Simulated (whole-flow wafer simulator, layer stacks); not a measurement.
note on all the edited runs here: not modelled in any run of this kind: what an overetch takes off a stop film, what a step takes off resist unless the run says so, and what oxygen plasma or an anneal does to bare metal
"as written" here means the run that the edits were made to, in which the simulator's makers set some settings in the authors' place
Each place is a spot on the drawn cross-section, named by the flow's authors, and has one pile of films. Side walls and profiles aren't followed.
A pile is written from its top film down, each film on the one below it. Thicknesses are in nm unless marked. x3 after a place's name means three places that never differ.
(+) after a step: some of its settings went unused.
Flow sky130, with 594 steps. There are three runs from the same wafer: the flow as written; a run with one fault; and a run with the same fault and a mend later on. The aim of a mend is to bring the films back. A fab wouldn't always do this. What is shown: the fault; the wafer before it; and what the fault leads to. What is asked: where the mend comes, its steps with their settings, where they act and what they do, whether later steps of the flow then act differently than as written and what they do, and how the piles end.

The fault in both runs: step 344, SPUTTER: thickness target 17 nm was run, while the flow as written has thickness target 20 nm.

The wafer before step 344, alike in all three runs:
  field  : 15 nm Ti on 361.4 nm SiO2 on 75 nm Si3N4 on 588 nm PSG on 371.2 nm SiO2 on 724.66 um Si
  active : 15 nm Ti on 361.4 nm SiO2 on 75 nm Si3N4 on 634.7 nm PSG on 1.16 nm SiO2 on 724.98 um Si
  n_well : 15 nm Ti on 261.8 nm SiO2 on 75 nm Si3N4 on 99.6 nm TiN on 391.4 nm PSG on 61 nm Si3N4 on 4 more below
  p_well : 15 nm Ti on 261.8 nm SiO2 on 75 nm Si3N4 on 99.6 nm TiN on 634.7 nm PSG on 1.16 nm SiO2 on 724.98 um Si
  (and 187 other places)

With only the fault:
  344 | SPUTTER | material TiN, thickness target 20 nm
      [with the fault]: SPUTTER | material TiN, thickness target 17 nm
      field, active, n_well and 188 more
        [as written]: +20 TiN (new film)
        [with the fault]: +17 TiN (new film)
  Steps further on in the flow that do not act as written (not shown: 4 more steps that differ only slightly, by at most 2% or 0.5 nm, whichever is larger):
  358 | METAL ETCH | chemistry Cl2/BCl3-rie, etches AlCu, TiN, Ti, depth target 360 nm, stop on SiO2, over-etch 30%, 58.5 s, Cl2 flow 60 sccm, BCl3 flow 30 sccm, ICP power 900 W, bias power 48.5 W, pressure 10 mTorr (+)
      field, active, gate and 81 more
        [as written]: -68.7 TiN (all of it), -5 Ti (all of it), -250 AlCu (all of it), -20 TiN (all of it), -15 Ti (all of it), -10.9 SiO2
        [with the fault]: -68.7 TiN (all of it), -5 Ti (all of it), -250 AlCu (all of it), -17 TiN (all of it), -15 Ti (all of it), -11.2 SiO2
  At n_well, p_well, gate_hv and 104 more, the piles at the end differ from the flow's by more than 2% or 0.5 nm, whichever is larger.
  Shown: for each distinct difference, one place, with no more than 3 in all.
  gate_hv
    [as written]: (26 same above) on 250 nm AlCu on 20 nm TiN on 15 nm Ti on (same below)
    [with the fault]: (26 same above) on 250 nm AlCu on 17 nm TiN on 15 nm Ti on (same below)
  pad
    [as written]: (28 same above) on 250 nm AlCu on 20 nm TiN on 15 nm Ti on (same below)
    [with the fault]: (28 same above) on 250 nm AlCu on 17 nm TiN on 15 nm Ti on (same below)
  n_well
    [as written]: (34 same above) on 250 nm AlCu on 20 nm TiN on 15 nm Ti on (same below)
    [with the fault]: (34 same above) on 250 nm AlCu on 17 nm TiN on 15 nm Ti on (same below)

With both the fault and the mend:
  After step 344 comes the mend.
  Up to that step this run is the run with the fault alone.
  344a | SPUTTER | material TiN, thickness target 3 nm (the flow's step 344 again, with other settings)
      field, active, n_well and 188 more
        +3 TiN
  Later steps of the flow that are run all act as written at every place that is followed.
  At every place that both follow, the piles at the end match the flow's.
